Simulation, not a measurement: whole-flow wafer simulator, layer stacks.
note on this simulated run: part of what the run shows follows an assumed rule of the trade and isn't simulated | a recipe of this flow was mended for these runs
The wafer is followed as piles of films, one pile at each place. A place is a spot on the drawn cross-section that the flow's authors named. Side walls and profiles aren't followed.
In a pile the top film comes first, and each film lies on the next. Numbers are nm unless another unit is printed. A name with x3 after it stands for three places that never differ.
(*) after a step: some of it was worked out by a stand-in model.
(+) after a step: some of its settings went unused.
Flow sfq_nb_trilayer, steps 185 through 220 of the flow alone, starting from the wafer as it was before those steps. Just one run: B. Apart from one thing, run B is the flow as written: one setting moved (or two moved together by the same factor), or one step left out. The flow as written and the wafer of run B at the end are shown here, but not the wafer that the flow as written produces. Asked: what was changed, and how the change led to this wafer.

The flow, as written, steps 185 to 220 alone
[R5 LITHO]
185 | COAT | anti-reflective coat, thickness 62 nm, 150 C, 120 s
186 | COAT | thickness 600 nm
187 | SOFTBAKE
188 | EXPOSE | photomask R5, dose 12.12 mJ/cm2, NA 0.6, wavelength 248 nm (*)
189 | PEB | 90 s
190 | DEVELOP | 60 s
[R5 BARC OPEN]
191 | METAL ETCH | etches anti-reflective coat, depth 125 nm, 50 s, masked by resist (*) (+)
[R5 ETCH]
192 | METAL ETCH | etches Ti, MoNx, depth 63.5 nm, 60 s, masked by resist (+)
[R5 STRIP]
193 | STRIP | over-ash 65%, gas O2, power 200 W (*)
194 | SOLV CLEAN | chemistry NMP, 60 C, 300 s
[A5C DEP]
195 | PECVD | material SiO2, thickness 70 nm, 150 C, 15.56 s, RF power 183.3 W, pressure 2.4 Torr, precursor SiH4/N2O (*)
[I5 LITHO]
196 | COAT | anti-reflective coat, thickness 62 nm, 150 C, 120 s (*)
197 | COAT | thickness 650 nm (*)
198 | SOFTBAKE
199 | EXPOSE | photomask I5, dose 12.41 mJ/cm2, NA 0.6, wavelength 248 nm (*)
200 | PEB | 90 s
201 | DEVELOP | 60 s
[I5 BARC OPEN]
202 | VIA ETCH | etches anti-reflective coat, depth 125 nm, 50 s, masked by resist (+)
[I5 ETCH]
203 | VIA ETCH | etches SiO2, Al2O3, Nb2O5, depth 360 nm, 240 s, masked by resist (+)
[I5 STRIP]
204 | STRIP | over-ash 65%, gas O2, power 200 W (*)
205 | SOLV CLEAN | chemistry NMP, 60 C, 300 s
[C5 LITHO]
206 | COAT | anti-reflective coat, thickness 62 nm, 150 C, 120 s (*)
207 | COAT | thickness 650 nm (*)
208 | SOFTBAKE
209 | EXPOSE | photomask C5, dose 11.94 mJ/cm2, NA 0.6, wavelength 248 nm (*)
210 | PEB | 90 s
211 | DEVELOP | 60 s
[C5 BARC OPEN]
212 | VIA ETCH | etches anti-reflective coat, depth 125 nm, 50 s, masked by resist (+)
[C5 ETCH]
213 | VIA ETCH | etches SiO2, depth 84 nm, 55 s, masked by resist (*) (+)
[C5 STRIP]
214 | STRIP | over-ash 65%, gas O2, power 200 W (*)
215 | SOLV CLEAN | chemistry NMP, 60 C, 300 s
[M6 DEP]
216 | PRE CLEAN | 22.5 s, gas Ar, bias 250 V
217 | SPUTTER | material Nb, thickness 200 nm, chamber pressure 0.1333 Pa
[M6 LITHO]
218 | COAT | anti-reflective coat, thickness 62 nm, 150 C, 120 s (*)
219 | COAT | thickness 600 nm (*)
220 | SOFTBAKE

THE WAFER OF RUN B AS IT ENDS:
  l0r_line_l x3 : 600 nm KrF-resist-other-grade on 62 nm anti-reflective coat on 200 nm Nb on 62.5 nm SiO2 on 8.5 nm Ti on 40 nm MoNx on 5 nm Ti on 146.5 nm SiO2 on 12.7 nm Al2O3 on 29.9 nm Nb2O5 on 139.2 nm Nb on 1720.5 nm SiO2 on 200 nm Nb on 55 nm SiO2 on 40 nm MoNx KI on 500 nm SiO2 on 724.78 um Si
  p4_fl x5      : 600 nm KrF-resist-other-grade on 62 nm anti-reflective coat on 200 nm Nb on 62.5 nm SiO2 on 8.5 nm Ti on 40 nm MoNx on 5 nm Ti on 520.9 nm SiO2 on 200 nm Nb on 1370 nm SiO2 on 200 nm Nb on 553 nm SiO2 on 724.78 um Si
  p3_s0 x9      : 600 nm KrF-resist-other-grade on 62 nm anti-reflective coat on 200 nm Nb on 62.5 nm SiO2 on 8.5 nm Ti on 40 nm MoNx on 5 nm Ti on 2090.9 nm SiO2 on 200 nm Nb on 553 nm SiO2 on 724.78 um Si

Cause: step 191, METAL ETCH: etches anti-reflective coat, depth 125 nm, 50 s, masked by resist (*) (+), was not run.

The path from the change to this, step by step:
  192 | METAL ETCH | etches Ti, MoNx, depth 63.5 nm, 60 s, masked by resist (+)
      field_l, v_sur, via_wl and 92 more: -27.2 anti-reflective coat (it would be, as written: -8.5 Ti (all of it), -40 MoNx (all of it), -5 Ti (all of it), -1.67 SiO2)
      ce_l, c5j, ce_r, wl_jj: -27.2 anti-reflective coat (it would be, as written: -8.5 Ti (all of it), -40 MoNx (all of it), -5 Ti (all of it), -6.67 Nb)
  193 | STRIP | over-ash 65%, gas O2, power 200 W (*)
      field_l, v_sur, via_wl and 96 more: -34.8 anti-reflective coat (all of it) (it would be, as written: nothing)
      be_r, r_sur, res, r_end, r5r_line_l, r5r_line_c, r5r_line_r: -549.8 KrF-resist-other-grade (all of it), -62 anti-reflective coat (all of it) (it would be, as written: -480.4 KrF-resist-other-grade (all of it), -62 anti-reflective coat (all of it))
  195 | PECVD | material SiO2, thickness 70 nm, 150 C, 15.56 s, RF power 183.3 W, pressure 2.4 Torr, precursor SiH4/N2O (*)
      field_l, v_sur, via_wl and 92 more: +70 SiO2 (new film) (it would be, as written: +70 SiO2)
  196 | COAT | anti-reflective coat, thickness 62 nm, 150 C, 120 s (*)
      r5r_line_l, r5r_line_c, r5r_line_r: +62 anti-reflective coat (new film) (it would be, as written: +35.5 anti-reflective coat (new film))
      wl_j_sl, wl_j_sr: +62 anti-reflective coat (new film) (it would be, as written: +60.5 anti-reflective coat (new film))
      (as well as at 16 more places)
  197 | COAT | thickness 650 nm (*)
      be_r: +650 KrF-resist-other-grade (new film) (it would be, as written: +632.1 KrF-resist-other-grade (new film))
      r_sur: +650 KrF-resist-other-grade (new film) (it would be, as written: +622.3 KrF-resist-other-grade (new film))
      (as well as at 2 more places)
  203 | VIA ETCH | etches SiO2, Al2O3, Nb2O5, depth 360 nm, 240 s, masked by resist (+)
      be: -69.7 SiO2 (all of it), -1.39 Ti (it would be, as written: -214.5 SiO2 (all of it), -12.7 Al2O3 (all of it), -29.9 Nb2O5 (all of it), -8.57 Nb)
  204 | STRIP | over-ash 65%, gas O2, power 200 W (*)
      r5r_line_l, r5r_line_c, r5r_line_r: -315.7 KrF-resist-other-grade (all of it), -62 anti-reflective coat (all of it) (it would be, as written: -314.5 KrF-resist-other-grade (all of it), -35.5 anti-reflective coat (all of it))
      wl_j_sl, wl_j_sr: -315.7 KrF-resist-other-grade (all of it), -62 anti-reflective coat (all of it) (it would be, as written: -316.4 KrF-resist-other-grade (all of it), -60.5 anti-reflective coat (all of it))
      (as well as at 17 more places)
  206 | COAT | anti-reflective coat, thickness 62 nm, 150 C, 120 s (*)
      r5r_line_l, r5r_line_c, r5r_line_r: +62 anti-reflective coat (new film) (it would be, as written: +35.5 anti-reflective coat (new film))
      wl_j_sl, wl_j_sr: +62 anti-reflective coat (new film) (it would be, as written: +60.5 anti-reflective coat (new film))
      (as well as at 20 more places)
  207 | COAT | thickness 650 nm (*)
      be: +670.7 KrF-resist-other-grade (new film) (it would be, as written: +815 KrF-resist-other-grade (new film))
      be_r: +649.6 KrF-resist-other-grade (new film) (it would be, as written: +631.2 KrF-resist-other-grade (new film))
      (as well as at 3 more places)
  211 | DEVELOP | 60 s
      res: -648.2 KrF-resist-other-grade (all of it) (it would be, as written: -622.6 KrF-resist-other-grade (all of it))
  212 | VIA ETCH | etches anti-reflective coat, depth 125 nm, 50 s, masked by resist (+)
      c5j: -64 anti-reflective coat (all of it), -0.3 SiO2 (it would be, as written: -73.7 anti-reflective coat (all of it), -0.26 SiO2)
      res: -61.9 anti-reflective coat (all of it), -0.32 SiO2 (it would be, as written: -57.9 anti-reflective coat (all of it), -0.34 SiO2)
  213 | VIA ETCH | etches SiO2, depth 84 nm, 55 s, masked by resist (*) (+)
      c5j: -69.7 SiO2 (all of it), -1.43 Ti (it would be, as written: -69.7 SiO2 (all of it), -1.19 Nb)
  214 | STRIP | over-ash 65%, gas O2, power 200 W (*)
      r5r_line_l, r5r_line_c, r5r_line_r: -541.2 KrF-resist-other-grade (all of it), -62 anti-reflective coat (all of it) (it would be, as written: -540 KrF-resist-other-grade (all of it), -35.5 anti-reflective coat (all of it))
      wl_j_sl, wl_j_sr: -541.2 KrF-resist-other-grade (all of it), -62 anti-reflective coat (all of it) (it would be, as written: -541.9 KrF-resist-other-grade (all of it), -60.5 anti-reflective coat (all of it))
      (as well as at 19 more places)
  216 | PRE CLEAN | 22.5 s, gas Ar, bias 250 V
      be, c5j: -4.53 Ti (it would be, as written: -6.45 Nb)
  217 | SPUTTER | material Nb, thickness 200 nm, chamber pressure 0.1333 Pa
      be: +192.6 Nb (new film) (it would be, as written: +145.8 Nb)
      c5j: +189.1 Nb (new film) (it would be, as written: +188.4 Nb)
  218 | COAT | anti-reflective coat, thickness 62 nm, 150 C, 120 s (*)
      r5r_line_l, r5r_line_c, r5r_line_r: +62 anti-reflective coat (new film) (it would be, as written: +37.1 anti-reflective coat (new film))
      wl_j_sl, wl_j_sr: +62 anti-reflective coat (new film) (it would be, as written: +60.5 anti-reflective coat (new film))
      (as well as at 23 more places)
  219 | COAT | thickness 600 nm (*)
      via_v: +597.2 KrF-resist-other-grade (new film) (it would be, as written: +584.1 KrF-resist-other-grade (new film))
      be: +618.1 KrF-resist-other-grade (new film) (it would be, as written: +795.2 KrF-resist-other-grade (new film))
      (as well as at 5 more places)
With metal films that touch counted as one body, l0r_line_l x3 has 5 bodies (between them, from the top down: SiO2 62.5; SiO2 146.5 / Al2O3 12.7 / Nb2O5 29.9; SiO2 1720.5; SiO2 55); the flow as written gives 4 bodies (between them, from the top down: SiO2 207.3 / Al2O3 12.7 / Nb2O5 29.9; SiO2 1720.5; SiO2 55).
With metal films that touch counted as one body, p4_fl x5 has 4 bodies (between them, from the top down: SiO2 62.5; SiO2 520.9; SiO2 1370); the flow as written gives 3 bodies (between them, from the top down: SiO2 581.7; SiO2 1370).
With metal films that touch counted as one body, p3_s0 x9 has 3 bodies (between them, from the top down: SiO2 62.5; SiO2 2090.9); the flow as written gives 2 bodies (between them, from the top down: SiO2 2151.7).
